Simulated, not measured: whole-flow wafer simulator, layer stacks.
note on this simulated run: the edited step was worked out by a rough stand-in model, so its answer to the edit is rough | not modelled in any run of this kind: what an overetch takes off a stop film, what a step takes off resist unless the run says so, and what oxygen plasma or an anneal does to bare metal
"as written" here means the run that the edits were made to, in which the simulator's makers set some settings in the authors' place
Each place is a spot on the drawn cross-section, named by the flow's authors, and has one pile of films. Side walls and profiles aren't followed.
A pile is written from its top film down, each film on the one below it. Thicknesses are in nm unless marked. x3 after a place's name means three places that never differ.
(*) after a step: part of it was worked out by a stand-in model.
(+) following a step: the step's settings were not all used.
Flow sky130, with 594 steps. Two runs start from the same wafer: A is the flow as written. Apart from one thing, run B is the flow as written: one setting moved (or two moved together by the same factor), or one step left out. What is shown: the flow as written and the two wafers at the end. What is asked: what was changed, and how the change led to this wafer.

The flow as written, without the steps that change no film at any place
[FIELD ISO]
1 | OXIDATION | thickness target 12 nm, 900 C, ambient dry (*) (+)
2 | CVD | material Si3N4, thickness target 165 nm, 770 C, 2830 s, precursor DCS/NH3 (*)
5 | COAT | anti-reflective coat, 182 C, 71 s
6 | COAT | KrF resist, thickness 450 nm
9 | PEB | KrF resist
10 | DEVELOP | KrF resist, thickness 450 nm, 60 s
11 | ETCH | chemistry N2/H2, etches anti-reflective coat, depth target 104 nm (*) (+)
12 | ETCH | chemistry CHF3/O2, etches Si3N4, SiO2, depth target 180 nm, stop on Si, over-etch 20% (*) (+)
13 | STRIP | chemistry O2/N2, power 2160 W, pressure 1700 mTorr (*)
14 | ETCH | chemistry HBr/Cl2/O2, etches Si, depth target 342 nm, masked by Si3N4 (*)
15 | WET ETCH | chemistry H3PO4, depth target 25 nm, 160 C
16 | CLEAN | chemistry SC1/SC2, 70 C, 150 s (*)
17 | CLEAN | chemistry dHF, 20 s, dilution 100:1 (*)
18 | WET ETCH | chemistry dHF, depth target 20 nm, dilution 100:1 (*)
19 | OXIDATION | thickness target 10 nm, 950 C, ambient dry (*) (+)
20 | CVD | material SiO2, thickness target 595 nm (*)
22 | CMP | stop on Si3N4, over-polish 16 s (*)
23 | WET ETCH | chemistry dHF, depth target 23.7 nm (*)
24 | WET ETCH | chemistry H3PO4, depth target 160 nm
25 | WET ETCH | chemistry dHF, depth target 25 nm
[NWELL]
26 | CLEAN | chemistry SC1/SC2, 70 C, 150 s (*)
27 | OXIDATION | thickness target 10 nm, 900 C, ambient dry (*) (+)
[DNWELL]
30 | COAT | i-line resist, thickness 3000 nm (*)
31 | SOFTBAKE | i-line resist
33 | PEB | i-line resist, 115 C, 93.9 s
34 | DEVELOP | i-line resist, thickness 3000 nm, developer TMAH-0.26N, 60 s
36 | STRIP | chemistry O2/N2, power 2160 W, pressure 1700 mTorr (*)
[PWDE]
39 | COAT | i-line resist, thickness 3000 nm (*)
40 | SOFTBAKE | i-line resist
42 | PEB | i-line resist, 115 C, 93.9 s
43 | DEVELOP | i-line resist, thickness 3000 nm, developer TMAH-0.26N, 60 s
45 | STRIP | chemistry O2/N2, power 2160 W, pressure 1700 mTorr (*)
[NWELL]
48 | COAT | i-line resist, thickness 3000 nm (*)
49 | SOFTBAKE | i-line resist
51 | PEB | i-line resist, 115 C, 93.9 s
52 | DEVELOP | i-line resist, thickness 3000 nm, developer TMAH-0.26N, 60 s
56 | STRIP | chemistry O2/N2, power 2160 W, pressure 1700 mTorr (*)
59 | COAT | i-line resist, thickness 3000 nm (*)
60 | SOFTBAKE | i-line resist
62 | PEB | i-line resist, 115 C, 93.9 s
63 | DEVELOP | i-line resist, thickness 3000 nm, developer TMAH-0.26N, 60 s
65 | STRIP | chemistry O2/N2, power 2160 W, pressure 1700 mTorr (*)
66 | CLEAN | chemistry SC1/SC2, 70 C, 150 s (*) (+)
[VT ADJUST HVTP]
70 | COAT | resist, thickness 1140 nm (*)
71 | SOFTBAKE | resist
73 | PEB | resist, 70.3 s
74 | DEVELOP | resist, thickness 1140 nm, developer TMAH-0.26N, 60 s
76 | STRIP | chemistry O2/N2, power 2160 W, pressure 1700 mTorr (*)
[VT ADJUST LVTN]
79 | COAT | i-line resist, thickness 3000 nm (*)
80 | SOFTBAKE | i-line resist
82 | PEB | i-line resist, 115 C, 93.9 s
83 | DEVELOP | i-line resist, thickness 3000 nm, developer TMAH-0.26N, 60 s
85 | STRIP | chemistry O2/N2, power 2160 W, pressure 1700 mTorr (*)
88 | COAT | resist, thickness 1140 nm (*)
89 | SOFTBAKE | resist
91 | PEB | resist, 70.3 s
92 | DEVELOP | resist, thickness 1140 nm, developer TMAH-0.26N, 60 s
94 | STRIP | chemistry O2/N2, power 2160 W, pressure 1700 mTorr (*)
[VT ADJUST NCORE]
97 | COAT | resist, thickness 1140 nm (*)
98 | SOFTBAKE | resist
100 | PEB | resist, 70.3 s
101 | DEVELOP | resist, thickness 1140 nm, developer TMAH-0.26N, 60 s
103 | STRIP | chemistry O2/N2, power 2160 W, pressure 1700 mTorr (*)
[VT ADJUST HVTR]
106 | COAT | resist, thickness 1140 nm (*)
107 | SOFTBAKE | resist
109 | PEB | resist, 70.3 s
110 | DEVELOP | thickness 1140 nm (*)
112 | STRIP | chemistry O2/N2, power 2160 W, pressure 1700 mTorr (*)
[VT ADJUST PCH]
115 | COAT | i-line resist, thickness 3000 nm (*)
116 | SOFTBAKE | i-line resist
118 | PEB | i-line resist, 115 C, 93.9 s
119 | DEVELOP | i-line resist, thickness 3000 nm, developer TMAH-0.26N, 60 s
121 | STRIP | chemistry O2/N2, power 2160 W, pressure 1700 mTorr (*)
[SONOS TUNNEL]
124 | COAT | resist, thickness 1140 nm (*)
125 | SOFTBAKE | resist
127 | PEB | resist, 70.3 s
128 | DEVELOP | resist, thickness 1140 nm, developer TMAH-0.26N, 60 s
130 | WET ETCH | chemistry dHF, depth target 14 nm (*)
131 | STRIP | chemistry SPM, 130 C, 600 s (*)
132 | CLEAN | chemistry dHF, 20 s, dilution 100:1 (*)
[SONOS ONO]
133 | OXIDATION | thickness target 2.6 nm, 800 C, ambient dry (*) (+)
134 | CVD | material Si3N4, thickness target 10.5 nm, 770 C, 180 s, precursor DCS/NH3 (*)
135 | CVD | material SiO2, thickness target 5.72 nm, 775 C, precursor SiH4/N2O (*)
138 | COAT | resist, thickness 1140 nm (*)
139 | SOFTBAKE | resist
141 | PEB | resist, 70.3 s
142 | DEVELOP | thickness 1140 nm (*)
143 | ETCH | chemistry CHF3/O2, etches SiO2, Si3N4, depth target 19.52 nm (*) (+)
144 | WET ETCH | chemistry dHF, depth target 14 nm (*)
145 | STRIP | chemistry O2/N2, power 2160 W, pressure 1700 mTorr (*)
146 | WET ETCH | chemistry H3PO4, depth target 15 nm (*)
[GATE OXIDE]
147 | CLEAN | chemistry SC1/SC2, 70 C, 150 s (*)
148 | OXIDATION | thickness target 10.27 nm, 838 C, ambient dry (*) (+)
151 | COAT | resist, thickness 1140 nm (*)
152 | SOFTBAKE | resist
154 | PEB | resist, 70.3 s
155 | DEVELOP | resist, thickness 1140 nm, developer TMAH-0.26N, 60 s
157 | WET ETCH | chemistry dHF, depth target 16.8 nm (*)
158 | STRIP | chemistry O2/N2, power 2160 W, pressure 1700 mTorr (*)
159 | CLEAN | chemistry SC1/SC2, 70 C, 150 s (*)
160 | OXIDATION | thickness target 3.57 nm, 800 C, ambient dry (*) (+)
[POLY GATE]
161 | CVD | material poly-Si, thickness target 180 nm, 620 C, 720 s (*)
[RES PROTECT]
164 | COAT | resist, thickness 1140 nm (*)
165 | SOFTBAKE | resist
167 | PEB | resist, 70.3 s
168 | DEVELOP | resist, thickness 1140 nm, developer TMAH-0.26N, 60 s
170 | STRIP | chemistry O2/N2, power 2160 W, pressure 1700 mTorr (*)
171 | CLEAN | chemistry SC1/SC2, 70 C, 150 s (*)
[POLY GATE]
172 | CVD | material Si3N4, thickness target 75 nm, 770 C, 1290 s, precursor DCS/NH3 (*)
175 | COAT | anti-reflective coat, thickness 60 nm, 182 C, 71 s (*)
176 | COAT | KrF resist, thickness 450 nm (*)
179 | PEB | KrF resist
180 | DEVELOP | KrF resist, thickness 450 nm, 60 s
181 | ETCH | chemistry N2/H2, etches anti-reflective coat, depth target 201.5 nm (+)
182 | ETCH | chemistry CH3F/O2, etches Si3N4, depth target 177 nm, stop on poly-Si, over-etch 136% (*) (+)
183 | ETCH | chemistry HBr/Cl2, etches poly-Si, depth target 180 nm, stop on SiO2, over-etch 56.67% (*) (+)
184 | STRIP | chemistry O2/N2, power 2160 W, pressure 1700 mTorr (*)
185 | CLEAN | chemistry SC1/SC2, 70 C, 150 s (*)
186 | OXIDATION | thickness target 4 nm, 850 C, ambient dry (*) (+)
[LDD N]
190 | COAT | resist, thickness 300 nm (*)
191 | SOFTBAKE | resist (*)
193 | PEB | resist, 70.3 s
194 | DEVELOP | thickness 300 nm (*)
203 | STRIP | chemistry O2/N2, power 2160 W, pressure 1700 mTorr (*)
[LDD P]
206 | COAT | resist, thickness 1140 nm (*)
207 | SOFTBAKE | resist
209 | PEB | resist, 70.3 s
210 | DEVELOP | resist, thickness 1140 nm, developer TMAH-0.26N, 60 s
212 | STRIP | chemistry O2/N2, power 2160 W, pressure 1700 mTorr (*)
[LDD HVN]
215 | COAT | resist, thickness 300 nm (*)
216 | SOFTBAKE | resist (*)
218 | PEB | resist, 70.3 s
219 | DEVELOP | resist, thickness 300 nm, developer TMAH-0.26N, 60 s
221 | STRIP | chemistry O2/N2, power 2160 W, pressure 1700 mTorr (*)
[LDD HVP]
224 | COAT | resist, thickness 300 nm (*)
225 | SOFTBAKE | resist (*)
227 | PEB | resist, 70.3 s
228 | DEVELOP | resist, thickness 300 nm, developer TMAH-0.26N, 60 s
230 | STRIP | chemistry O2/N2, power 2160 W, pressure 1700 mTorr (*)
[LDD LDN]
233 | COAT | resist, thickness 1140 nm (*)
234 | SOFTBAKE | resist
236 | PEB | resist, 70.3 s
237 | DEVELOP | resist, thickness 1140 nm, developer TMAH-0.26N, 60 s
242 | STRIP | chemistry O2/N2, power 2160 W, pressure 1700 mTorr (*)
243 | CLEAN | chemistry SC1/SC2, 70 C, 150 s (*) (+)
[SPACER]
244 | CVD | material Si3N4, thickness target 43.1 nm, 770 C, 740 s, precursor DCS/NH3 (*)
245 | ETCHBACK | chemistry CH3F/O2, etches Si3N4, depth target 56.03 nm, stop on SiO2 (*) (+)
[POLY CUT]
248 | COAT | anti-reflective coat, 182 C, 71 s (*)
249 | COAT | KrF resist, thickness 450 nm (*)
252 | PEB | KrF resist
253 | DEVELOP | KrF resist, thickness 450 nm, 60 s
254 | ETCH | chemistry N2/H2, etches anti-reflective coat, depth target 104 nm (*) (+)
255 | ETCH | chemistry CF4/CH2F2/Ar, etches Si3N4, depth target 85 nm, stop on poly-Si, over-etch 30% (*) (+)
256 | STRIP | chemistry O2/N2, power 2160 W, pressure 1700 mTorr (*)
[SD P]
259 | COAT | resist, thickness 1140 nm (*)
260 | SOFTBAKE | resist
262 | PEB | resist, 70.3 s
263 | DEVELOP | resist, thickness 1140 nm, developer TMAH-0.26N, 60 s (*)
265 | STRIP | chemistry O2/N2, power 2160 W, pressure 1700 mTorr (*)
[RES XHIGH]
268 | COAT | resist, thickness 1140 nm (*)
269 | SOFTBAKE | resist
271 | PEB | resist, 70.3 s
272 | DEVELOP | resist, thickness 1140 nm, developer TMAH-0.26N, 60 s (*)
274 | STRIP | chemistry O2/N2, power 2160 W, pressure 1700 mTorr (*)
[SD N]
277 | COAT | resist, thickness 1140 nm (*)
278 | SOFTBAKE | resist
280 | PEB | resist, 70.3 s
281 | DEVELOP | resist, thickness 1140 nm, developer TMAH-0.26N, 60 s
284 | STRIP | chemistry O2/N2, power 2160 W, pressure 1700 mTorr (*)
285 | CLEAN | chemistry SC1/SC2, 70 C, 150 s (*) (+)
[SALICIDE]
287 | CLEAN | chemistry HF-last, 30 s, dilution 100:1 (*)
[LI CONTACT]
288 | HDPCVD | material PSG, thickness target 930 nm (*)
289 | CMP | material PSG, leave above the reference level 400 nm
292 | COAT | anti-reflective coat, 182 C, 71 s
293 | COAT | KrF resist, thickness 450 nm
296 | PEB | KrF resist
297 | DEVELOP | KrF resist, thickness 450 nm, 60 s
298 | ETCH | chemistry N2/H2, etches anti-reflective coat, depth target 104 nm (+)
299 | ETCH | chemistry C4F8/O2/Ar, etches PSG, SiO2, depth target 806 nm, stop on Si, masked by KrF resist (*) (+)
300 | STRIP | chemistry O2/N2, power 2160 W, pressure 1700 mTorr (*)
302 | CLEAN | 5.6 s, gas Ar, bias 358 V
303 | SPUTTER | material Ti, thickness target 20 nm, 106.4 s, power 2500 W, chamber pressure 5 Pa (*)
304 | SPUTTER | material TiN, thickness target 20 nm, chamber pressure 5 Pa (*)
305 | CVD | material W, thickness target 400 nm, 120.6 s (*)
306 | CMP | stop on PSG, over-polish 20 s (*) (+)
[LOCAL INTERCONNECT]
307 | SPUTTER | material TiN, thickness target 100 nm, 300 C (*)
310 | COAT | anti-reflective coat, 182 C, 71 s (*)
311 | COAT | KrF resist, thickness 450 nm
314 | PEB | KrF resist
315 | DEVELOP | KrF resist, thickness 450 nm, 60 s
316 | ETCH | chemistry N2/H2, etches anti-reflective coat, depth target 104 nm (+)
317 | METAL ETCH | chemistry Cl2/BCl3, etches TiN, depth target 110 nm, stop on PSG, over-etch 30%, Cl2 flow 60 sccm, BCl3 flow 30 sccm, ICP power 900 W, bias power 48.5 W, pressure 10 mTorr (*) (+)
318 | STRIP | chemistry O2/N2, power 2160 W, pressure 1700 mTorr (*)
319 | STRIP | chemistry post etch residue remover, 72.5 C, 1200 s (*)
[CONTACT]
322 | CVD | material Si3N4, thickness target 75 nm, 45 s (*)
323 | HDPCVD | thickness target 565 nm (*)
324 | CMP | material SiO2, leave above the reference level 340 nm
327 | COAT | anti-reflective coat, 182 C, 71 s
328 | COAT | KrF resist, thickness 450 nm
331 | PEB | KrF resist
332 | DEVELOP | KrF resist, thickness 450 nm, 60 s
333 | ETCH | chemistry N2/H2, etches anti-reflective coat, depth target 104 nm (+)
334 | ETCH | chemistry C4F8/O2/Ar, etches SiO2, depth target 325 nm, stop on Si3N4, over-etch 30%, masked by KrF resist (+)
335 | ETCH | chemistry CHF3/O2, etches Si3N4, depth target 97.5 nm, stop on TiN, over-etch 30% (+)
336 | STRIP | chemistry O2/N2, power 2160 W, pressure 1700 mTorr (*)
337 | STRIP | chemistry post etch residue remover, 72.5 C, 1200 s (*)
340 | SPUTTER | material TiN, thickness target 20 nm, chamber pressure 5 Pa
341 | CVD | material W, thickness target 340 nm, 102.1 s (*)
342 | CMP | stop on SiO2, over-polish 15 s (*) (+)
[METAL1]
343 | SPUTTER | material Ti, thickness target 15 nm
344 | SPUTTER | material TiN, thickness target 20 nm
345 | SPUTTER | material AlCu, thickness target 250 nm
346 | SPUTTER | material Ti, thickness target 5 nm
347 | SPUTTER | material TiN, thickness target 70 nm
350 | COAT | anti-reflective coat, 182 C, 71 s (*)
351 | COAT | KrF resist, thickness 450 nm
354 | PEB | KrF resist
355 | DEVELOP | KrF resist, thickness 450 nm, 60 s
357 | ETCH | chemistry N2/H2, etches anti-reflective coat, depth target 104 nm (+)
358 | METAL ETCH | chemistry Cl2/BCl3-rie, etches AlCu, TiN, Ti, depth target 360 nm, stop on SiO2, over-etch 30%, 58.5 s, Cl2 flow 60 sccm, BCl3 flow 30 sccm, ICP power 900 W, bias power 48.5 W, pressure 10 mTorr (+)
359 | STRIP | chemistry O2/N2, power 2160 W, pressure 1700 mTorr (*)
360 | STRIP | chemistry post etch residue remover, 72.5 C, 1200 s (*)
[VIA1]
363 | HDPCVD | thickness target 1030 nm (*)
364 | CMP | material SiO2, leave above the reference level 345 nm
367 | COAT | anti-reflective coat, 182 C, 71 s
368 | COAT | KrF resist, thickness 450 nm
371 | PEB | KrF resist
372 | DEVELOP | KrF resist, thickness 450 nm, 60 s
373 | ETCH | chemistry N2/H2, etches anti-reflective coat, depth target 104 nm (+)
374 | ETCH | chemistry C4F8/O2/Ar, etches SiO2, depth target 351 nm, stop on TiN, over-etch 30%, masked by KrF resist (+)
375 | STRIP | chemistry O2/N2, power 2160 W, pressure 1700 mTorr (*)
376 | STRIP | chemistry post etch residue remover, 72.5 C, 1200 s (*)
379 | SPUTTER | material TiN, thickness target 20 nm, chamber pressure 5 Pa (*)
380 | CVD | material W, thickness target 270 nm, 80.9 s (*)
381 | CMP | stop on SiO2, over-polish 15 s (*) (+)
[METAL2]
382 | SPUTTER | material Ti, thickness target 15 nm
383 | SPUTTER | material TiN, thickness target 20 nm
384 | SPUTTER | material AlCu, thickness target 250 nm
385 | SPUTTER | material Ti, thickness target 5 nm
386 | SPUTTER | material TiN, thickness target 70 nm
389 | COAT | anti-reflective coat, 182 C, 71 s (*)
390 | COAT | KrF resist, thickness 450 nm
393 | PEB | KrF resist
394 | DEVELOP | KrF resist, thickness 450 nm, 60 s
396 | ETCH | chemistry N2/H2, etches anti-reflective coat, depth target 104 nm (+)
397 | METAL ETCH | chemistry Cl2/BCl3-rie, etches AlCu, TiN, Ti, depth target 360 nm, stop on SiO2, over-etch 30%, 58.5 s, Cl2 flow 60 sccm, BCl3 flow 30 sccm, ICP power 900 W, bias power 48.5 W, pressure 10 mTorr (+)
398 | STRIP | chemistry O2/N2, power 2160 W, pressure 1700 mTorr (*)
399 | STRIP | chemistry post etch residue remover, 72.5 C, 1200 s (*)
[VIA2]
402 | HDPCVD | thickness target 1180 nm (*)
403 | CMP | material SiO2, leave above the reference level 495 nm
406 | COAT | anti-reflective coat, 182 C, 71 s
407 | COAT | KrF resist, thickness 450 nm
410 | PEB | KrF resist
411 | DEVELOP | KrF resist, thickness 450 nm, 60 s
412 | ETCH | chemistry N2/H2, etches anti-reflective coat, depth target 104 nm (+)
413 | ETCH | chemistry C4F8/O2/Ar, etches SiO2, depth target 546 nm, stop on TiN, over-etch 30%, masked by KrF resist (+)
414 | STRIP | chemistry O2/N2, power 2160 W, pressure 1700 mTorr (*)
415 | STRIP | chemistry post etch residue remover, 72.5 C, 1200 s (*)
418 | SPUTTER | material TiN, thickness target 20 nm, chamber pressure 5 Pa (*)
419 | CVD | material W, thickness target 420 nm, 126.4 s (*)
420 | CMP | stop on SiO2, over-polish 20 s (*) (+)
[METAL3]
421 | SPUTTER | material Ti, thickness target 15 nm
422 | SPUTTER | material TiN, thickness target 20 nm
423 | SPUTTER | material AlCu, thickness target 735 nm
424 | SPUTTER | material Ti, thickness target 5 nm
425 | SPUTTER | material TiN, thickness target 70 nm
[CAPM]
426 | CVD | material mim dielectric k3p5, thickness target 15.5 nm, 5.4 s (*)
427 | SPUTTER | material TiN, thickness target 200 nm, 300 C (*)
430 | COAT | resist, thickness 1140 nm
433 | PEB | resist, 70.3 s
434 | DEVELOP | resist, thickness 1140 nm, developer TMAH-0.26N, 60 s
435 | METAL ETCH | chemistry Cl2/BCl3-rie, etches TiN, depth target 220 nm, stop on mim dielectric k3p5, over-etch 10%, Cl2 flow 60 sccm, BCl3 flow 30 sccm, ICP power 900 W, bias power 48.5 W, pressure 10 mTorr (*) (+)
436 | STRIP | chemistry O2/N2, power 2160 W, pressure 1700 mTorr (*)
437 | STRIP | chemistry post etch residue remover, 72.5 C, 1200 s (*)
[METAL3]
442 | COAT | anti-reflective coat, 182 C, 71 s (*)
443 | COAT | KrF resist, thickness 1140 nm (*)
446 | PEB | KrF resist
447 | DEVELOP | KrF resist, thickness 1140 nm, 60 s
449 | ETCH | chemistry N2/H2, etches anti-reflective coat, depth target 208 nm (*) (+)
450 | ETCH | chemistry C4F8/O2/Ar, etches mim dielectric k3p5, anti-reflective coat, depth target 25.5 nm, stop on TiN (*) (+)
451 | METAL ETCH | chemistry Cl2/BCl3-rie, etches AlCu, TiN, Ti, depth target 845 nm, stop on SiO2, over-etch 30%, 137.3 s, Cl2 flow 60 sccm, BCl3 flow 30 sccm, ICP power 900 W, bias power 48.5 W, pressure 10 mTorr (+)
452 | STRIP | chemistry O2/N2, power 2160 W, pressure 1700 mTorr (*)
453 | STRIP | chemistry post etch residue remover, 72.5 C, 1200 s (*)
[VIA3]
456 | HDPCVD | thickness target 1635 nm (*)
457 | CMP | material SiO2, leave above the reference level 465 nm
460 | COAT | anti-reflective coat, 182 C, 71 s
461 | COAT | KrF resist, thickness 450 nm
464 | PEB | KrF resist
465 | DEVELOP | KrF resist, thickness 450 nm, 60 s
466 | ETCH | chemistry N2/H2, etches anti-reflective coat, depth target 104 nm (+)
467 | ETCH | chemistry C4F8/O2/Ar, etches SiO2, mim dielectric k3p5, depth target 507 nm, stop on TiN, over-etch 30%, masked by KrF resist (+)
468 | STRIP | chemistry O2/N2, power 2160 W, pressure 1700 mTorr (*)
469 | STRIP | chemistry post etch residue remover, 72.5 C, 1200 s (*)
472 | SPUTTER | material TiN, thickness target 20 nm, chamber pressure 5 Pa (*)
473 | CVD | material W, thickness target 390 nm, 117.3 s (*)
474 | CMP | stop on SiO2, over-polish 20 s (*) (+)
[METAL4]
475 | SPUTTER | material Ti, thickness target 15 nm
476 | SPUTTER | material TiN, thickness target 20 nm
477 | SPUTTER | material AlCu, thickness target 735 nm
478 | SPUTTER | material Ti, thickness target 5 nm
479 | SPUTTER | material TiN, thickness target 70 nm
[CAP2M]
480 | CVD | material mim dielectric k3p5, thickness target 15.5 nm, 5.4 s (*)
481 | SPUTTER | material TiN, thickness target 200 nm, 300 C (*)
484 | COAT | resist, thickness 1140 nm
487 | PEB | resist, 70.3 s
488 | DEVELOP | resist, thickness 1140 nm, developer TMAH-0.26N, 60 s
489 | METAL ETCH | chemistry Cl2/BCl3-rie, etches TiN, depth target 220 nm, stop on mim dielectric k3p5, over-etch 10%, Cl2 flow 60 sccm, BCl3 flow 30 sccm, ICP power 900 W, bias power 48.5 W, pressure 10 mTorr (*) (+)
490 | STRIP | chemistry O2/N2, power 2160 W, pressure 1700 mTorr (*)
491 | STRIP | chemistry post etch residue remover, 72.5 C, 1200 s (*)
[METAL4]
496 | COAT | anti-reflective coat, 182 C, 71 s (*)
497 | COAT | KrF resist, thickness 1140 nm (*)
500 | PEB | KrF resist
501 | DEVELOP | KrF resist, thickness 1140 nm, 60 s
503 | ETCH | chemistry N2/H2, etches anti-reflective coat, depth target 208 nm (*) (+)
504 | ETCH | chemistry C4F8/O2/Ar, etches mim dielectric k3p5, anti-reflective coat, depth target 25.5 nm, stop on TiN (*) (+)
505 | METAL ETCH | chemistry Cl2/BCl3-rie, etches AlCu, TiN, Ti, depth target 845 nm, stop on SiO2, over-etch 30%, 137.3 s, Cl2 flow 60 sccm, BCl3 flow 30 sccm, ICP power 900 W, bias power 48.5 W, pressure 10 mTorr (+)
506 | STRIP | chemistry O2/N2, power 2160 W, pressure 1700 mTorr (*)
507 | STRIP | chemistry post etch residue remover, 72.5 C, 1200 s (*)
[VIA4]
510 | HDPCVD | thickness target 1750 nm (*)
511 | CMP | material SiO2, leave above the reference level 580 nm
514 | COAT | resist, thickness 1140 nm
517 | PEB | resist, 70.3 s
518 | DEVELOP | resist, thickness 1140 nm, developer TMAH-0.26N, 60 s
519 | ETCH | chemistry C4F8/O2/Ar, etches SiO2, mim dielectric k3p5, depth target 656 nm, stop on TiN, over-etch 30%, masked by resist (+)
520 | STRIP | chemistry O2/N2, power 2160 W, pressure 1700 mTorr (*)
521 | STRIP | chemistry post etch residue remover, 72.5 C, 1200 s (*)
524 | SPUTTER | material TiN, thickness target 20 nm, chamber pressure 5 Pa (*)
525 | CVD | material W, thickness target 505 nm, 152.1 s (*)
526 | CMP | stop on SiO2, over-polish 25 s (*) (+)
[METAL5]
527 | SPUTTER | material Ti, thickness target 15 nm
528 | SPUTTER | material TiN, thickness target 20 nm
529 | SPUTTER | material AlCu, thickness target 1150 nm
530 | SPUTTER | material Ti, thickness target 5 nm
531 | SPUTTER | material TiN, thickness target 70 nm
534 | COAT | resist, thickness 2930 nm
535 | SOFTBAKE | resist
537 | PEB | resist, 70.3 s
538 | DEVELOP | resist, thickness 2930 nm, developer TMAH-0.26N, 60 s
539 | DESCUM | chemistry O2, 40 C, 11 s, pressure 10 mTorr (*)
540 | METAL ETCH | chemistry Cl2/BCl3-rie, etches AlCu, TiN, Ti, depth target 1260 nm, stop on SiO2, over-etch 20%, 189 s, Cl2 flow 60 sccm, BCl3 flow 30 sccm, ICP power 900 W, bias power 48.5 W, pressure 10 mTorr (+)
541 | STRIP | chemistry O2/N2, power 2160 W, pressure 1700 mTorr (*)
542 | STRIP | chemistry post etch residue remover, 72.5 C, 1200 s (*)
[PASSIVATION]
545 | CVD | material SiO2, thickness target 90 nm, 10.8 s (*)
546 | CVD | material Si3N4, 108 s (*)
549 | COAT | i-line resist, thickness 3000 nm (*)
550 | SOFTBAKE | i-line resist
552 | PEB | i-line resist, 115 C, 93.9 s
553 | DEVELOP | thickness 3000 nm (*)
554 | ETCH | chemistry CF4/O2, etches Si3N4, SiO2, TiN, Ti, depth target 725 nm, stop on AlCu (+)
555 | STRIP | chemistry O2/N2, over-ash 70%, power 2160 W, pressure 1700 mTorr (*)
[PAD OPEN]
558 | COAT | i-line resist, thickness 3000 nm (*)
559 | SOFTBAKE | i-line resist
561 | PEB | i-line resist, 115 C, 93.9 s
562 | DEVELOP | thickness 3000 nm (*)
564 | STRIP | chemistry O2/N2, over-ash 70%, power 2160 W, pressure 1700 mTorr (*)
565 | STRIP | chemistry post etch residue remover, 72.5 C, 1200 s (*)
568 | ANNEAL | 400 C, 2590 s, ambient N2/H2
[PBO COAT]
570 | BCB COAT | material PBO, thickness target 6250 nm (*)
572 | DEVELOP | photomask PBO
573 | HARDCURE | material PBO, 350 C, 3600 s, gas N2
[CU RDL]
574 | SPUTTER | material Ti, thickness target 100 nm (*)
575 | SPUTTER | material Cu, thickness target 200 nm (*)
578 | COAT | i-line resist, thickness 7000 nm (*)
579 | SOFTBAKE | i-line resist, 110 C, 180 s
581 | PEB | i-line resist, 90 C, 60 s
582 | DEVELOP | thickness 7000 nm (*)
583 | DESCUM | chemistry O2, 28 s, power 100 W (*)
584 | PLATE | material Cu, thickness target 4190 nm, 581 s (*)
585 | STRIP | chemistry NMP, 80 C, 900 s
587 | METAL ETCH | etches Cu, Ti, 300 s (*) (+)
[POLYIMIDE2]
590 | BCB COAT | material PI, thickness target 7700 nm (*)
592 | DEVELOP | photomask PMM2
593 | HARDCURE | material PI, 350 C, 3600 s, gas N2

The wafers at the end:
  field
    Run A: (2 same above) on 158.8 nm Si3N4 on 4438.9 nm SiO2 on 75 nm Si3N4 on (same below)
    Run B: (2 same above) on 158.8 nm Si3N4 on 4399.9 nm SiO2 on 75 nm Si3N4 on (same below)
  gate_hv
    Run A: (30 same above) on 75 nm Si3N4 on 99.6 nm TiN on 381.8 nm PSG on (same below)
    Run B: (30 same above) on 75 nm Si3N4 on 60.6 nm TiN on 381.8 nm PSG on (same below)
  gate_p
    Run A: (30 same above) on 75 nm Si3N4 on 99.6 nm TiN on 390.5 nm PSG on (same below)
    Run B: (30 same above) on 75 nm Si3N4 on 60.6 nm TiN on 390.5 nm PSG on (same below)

The reason: step 307, SPUTTER: thickness target 61 nm was run, though the flow has thickness target 100 nm.

How this came from the change, step by step:
  307 | SPUTTER | material TiN, thickness target 100 nm, 300 C (*)
      field, active, n_well and 188 more: A +100 TiN (new film) | B +61 TiN (new film)
  317 | METAL ETCH | chemistry Cl2/BCl3, etches TiN, depth target 110 nm, stop on PSG, over-etch 30%, Cl2 flow 60 sccm, BCl3 flow 30 sccm, ICP power 900 W, bias power 48.5 W, pressure 10 mTorr (*) (+)
      n_well, p_well, gate_hv and 97 more: A -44 KrF resist | B -31 KrF resist
      field, active, gate and 88 more: A -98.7 TiN (all of it) | B -59.7 TiN (all of it)
  318 | STRIP | chemistry O2/N2, power 2160 W, pressure 1700 mTorr (*)
      n_well, p_well, gate_hv and 93 more: A -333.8 KrF resist (all of it), -80 anti-reflective coat (all of it) | B -346.8 KrF resist (all of it), -80 anti-reflective coat (all of it)
      poly_licon, ndiff_licon_cpp, rpo_hd_licon: A -333.9 KrF resist (all of it), -80.5 anti-reflective coat (all of it) | B -346.8 KrF resist (all of it), -80.5 anti-reflective coat (all of it)
      (also at 1 further place)
  324 | CMP | material SiO2, leave above the reference level 340 nm
      field, active, gate and 88 more: A -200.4 SiO2 | B -239.4 SiO2
